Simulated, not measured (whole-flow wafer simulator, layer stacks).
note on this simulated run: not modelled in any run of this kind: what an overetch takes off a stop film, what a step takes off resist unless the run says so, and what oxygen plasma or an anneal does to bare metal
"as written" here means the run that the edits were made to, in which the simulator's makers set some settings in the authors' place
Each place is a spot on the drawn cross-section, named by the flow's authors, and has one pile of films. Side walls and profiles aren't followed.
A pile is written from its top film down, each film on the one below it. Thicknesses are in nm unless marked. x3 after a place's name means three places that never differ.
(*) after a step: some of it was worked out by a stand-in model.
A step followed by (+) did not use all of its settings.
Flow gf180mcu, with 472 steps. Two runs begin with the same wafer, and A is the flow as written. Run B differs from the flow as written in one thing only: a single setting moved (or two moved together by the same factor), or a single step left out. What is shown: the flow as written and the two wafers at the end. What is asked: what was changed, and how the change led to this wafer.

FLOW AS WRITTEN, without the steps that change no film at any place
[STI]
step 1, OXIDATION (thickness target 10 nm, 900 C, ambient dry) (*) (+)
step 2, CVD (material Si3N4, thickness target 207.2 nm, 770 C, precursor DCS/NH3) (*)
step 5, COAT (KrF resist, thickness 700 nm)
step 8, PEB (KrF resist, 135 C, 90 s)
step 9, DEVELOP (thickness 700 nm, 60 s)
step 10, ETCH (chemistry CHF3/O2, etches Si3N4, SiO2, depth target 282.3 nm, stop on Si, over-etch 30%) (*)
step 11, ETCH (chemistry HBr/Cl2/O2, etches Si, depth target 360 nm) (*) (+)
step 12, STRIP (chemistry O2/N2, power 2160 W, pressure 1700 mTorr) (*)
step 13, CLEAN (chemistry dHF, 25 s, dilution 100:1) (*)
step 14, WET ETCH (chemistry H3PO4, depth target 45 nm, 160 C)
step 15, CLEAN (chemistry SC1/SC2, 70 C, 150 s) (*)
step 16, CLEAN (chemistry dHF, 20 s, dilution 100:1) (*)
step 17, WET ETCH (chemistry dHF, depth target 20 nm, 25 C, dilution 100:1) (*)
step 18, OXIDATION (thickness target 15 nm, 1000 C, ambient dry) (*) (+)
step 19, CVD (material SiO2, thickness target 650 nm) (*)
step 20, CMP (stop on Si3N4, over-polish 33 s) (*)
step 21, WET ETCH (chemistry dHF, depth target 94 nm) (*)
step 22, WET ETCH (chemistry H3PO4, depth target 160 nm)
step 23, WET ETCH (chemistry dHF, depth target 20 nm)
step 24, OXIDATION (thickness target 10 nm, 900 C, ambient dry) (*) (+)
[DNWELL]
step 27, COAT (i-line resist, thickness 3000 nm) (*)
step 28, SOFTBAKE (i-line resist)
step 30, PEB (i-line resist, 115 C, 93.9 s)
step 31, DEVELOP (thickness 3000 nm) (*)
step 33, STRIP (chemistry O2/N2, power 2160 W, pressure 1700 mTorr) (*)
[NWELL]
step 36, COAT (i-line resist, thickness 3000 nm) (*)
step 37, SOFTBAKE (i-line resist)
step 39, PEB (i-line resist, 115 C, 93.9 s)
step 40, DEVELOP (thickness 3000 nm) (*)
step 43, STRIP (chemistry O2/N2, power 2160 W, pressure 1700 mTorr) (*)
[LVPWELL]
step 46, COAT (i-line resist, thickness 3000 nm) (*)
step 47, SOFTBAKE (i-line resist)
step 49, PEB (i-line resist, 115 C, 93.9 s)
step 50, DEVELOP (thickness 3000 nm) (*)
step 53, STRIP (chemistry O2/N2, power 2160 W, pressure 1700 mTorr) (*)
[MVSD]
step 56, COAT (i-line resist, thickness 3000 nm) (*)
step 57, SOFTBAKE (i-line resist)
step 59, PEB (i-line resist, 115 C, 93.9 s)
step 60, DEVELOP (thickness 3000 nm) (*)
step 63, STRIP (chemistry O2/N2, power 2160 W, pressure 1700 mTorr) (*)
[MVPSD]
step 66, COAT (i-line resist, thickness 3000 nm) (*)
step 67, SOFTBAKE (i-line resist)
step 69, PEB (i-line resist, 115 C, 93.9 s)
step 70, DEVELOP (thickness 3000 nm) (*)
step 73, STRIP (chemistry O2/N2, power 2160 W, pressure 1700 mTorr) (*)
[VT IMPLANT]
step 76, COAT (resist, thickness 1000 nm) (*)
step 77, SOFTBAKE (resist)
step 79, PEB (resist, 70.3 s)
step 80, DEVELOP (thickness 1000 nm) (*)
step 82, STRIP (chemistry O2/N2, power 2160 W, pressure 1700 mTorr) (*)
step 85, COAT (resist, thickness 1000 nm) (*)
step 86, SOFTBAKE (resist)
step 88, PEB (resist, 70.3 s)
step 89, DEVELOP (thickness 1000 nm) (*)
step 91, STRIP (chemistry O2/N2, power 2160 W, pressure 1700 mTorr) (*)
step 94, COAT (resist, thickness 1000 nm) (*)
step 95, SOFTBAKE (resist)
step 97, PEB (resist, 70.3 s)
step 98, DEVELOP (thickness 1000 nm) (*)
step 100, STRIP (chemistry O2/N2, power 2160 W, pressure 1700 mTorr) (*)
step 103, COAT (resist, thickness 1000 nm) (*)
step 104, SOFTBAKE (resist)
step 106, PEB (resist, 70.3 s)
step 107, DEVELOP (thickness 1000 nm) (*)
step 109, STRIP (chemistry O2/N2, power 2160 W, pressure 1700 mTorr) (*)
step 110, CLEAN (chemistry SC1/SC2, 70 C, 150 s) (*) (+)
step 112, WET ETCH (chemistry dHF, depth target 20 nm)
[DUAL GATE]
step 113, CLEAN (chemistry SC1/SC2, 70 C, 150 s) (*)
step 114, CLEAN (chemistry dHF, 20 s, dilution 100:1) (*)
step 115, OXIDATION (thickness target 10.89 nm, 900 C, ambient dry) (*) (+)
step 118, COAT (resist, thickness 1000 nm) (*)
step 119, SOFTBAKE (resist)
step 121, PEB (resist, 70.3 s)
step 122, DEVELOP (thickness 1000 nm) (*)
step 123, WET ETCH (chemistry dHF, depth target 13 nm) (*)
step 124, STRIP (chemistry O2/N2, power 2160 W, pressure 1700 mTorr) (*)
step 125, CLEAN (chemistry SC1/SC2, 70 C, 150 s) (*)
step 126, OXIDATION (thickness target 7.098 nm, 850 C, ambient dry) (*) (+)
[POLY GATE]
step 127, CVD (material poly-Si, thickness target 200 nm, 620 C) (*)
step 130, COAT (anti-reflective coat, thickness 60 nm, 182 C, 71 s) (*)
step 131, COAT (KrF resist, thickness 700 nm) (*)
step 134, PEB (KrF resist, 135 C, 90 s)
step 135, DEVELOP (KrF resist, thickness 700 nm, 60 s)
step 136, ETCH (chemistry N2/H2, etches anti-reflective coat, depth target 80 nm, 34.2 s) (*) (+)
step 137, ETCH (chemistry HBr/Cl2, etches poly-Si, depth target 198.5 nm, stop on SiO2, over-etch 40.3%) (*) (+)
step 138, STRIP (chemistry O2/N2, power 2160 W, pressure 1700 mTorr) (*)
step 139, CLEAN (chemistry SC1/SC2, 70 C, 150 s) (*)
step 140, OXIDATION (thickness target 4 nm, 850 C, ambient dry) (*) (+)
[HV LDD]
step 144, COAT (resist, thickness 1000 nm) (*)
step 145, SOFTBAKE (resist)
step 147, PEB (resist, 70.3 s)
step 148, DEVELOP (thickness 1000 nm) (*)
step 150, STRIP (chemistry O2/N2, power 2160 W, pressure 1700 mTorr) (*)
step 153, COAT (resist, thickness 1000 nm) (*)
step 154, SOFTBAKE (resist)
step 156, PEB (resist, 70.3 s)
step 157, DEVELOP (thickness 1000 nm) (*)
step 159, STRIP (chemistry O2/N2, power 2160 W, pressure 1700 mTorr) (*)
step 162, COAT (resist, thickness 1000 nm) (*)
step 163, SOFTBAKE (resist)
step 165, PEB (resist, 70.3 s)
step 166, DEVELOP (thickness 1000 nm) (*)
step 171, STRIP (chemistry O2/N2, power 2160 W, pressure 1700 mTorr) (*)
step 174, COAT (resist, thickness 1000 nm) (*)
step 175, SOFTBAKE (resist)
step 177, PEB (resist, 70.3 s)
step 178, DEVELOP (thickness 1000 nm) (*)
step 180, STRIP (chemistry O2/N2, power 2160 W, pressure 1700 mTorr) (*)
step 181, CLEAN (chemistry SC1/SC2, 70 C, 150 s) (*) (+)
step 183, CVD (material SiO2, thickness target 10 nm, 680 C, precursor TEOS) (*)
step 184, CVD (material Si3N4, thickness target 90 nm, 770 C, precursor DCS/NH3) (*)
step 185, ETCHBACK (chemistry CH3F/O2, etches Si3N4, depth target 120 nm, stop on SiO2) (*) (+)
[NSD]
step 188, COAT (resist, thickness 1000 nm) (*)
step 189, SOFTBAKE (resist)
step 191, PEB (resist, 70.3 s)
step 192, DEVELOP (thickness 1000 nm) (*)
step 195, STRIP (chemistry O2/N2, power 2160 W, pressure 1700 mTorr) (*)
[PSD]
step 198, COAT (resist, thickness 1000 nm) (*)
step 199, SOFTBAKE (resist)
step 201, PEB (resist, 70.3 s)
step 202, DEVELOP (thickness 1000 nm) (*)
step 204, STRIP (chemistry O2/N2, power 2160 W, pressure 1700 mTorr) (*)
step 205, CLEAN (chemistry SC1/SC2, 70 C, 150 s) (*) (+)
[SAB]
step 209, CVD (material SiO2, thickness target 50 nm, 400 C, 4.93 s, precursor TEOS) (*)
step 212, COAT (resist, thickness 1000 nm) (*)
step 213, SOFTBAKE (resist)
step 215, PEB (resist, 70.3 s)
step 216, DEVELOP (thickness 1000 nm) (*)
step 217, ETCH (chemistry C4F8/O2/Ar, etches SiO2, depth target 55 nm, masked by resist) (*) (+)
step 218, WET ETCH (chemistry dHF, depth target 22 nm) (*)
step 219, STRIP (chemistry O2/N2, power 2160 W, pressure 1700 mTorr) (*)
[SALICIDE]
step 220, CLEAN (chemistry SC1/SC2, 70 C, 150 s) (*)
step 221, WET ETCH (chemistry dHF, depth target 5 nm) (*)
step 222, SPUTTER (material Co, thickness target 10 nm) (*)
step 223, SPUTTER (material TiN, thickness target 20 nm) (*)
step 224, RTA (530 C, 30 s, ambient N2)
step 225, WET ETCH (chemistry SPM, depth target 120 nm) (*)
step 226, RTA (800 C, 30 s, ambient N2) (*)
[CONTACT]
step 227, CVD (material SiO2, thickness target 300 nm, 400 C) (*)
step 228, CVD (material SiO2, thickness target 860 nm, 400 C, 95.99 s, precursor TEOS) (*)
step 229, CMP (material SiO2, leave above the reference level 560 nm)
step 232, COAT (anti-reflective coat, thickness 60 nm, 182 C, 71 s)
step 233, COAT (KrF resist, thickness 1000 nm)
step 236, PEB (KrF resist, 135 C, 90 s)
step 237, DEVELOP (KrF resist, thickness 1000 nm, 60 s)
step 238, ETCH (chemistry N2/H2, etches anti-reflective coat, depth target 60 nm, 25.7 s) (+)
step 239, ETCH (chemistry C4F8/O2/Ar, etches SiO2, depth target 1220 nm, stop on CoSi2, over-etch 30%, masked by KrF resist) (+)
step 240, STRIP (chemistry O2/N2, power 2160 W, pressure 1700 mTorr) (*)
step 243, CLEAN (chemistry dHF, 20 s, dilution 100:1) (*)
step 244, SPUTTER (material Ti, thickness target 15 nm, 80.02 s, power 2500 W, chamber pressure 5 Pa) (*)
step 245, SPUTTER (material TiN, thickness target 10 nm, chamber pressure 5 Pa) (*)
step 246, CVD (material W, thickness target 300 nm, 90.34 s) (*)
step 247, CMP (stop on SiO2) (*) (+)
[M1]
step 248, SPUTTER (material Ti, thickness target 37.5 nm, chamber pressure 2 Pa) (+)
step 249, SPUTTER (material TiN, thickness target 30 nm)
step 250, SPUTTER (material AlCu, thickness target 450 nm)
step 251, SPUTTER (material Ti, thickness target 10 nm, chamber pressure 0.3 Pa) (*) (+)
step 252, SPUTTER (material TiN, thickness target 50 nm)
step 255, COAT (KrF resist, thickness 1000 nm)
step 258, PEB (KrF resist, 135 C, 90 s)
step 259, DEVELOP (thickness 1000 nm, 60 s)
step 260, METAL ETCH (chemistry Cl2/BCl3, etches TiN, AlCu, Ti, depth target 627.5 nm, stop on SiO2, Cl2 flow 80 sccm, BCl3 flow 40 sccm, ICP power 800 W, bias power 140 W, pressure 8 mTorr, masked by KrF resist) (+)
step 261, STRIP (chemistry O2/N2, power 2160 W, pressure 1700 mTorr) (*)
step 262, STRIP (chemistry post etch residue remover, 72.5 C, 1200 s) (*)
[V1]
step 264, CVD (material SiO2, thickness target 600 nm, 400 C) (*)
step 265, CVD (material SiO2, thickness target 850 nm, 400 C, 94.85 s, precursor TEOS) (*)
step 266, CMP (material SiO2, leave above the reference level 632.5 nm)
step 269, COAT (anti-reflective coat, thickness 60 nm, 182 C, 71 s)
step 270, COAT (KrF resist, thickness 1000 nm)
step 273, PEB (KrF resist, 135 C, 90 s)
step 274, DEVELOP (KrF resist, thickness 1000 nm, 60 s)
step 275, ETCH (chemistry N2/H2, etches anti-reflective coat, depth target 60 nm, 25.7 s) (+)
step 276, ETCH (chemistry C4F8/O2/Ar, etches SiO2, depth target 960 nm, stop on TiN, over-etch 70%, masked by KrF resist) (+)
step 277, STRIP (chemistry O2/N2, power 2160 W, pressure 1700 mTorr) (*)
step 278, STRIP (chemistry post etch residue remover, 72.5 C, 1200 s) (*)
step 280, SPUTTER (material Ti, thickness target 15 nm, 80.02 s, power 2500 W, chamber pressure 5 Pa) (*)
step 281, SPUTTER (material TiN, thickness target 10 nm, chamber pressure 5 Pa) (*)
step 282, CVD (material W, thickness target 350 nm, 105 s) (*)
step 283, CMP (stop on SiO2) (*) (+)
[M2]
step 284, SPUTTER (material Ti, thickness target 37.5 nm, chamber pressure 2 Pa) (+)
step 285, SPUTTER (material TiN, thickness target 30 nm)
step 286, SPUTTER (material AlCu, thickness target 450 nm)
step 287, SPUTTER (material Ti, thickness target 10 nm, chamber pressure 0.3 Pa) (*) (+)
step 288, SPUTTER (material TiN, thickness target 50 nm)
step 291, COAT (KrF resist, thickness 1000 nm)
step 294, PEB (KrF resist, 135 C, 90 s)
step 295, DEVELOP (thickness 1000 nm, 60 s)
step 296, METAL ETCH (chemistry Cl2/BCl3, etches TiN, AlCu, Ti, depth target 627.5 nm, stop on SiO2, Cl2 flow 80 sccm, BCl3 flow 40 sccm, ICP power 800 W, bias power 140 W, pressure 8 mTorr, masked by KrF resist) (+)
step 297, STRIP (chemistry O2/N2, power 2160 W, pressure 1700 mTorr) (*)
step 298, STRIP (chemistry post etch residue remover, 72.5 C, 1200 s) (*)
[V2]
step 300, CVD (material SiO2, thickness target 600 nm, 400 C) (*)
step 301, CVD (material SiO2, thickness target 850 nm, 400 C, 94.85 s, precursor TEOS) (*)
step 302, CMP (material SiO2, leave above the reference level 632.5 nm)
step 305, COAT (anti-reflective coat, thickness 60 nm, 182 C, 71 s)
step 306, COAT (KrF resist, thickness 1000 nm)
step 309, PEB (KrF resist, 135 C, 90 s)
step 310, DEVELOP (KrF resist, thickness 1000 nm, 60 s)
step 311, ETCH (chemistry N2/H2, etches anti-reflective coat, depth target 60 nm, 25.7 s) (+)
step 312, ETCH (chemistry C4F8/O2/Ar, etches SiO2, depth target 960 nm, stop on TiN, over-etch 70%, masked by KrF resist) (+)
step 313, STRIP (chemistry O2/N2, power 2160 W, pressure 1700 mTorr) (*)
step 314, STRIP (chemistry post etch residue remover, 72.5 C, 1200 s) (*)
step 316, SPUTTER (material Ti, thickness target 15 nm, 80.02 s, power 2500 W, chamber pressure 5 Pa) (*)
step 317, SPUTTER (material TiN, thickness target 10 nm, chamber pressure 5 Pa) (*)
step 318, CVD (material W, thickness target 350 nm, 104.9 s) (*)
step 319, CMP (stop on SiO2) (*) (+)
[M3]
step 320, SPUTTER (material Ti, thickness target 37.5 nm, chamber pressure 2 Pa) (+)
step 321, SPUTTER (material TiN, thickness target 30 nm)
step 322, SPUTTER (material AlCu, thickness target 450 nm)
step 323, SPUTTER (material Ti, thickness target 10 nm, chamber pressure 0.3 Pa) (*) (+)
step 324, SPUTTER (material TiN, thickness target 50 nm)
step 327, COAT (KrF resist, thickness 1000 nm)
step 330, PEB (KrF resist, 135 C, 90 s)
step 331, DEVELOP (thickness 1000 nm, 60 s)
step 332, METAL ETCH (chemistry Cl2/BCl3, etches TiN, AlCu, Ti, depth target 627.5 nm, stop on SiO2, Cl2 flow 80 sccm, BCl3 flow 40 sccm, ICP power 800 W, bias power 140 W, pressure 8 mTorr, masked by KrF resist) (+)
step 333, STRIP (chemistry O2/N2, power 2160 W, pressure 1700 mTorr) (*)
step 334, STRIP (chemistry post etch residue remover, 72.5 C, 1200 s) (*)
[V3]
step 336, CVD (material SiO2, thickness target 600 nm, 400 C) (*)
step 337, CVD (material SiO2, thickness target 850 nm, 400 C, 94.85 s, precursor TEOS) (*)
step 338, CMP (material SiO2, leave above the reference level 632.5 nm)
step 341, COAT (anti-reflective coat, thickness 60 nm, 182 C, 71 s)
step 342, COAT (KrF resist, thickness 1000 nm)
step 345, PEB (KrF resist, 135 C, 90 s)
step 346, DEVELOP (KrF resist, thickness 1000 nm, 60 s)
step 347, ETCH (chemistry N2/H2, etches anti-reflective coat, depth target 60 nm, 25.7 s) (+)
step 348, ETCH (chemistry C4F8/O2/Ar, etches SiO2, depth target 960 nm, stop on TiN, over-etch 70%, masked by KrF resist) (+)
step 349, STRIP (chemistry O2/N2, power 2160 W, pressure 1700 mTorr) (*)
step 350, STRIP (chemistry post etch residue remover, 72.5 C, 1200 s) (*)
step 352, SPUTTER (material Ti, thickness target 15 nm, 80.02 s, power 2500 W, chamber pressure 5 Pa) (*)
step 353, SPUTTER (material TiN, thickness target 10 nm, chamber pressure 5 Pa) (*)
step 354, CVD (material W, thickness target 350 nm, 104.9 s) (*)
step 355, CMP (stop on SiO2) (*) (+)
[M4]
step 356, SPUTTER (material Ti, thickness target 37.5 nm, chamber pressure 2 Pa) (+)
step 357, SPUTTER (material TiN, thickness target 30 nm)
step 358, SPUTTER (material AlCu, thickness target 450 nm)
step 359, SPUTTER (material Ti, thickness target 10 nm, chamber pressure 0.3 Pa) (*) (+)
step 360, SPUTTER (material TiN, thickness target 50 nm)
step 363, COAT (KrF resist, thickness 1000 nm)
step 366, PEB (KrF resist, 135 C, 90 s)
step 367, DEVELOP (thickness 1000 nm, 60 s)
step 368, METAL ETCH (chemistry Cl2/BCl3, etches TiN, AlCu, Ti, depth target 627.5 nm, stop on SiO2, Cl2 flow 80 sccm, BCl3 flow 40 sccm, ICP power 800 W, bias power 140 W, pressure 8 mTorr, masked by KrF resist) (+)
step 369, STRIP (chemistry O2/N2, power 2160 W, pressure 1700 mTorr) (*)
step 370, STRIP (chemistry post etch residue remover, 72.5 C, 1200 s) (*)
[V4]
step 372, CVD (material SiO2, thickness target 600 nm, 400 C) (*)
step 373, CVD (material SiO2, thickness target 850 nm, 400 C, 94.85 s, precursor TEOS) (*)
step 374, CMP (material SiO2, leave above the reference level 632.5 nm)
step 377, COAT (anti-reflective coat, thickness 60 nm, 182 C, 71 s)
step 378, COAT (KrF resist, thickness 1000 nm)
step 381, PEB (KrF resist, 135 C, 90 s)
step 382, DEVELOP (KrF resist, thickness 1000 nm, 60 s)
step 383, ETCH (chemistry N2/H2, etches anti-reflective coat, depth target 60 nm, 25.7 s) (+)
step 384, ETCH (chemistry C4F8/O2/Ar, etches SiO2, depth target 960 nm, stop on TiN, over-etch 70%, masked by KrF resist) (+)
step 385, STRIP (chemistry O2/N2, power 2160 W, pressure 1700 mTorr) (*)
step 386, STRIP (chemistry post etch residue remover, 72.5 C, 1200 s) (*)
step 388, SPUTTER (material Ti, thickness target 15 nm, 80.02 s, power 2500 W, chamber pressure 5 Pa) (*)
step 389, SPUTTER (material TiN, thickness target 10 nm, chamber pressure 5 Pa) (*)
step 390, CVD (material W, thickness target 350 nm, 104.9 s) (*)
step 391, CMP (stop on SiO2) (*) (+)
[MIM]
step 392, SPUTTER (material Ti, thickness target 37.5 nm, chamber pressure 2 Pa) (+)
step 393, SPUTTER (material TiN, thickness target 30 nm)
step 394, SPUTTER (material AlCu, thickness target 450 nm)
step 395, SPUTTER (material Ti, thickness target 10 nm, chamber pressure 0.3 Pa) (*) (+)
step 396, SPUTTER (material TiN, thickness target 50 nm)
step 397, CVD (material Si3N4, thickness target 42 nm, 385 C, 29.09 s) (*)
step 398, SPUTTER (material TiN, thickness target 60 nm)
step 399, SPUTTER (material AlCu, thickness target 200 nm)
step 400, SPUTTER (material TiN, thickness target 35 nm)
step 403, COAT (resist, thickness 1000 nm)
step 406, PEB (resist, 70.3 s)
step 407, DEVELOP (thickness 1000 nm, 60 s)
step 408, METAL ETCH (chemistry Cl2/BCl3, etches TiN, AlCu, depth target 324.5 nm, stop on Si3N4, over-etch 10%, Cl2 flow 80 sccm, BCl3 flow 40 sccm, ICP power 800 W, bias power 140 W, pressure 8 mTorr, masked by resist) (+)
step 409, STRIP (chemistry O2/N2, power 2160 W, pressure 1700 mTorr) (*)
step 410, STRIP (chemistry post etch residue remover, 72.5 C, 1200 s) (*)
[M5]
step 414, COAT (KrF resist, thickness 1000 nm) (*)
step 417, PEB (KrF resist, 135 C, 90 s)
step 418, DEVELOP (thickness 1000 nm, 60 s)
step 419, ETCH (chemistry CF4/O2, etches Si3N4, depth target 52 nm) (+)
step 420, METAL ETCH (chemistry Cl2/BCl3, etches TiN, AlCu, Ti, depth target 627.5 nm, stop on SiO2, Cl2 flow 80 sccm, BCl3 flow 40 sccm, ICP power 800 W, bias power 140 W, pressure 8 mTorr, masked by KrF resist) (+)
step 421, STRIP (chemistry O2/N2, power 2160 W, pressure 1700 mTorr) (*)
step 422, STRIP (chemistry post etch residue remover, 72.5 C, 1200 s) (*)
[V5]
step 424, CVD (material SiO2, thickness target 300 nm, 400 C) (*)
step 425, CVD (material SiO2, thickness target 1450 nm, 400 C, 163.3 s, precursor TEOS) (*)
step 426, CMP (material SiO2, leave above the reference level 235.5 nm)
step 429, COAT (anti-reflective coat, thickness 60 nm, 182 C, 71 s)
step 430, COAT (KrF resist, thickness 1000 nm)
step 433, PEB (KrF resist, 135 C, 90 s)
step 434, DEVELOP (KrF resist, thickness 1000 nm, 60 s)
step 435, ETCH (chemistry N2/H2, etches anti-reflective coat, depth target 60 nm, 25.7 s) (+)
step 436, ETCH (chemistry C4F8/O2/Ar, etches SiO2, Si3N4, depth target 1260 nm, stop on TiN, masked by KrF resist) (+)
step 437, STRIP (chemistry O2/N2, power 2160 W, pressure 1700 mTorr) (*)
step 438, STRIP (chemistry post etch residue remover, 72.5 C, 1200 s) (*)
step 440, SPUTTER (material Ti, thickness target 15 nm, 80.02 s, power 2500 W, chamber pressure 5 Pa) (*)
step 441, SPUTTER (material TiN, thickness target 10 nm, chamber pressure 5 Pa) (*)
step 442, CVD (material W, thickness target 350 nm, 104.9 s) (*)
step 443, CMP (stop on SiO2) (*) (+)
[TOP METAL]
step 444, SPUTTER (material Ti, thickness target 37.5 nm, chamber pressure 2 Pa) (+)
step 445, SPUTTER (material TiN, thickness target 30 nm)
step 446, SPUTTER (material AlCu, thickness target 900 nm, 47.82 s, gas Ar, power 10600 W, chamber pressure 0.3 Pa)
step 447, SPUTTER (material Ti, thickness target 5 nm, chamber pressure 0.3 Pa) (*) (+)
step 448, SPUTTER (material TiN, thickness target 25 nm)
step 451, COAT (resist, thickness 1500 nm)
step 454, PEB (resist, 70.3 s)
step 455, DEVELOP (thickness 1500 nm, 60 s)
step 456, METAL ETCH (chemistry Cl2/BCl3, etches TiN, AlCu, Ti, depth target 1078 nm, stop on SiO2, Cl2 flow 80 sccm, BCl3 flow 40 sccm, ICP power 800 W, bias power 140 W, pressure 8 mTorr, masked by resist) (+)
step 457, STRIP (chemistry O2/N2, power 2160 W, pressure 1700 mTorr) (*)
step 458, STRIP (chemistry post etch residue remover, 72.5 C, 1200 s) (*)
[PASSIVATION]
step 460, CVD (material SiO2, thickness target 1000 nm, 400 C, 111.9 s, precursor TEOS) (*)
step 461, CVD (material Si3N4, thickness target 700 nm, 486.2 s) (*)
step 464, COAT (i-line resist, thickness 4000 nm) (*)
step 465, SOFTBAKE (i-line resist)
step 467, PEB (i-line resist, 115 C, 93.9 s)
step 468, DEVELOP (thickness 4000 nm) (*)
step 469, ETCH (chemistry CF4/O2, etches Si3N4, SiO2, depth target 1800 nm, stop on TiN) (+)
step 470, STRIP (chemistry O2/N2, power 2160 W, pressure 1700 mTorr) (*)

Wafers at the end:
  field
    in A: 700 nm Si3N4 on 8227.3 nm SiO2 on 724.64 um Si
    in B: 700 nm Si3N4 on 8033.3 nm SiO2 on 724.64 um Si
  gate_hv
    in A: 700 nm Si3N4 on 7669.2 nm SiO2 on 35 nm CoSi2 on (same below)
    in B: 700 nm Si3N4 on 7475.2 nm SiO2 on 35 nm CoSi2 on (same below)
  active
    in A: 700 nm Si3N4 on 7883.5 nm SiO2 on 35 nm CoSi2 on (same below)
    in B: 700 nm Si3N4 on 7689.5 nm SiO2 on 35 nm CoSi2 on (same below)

The reason: step 394, SPUTTER: thickness target 256 nm was run, though the flow has thickness target 450 nm.

How this came from the change, step by step:
  step 394, SPUTTER (material AlCu, thickness target 450 nm)
      field, field__w1, field__w2 and 108 more: A +450 AlCu (new film) | B +256 AlCu (new film)
  step 420, METAL ETCH (chemistry Cl2/BCl3, etches TiN, AlCu, Ti, depth target 627.5 nm, stop on SiO2, Cl2 flow 80 sccm, BCl3 flow 40 sccm, ICP power 800 W, bias power 140 W, pressure 8 mTorr, masked by KrF resist) (+)
      field, field__w1, field__w2 and 101 more: A -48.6 TiN (all of it), -10 Ti (all of it), -450 AlCu (all of it), -30 TiN (all of it), -37.5 Ti (all of it) | B -48.6 TiN (all of it), -10 Ti (all of it), -256 AlCu (all of it), -30 TiN (all of it), -37.5 Ti (all of it)
      field__w4, field__w8, contact, m1, m1__w1, mim, mim_1p0, m1_nw: A -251 KrF resist | B -229.2 KrF resist
  step 421, STRIP (chemistry O2/N2, power 2160 W, pressure 1700 mTorr) (*)
      field__w8, m1__w1: A -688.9 KrF resist (all of it) | B -710.6 KrF resist (all of it)
      contact, m1: A -689.3 KrF resist (all of it) | B -711.1 KrF resist (all of it)
      (also at 4 further places)
  step 426, CMP (material SiO2, leave above the reference level 235.5 nm)
      field, field__w1, field__w5 and 92 more: A -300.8 SiO2 | B -494.8 SiO2
      field__w2, field__w3, field__w12 and 6 more: A -272.7 SiO2 | B -475.5 SiO2
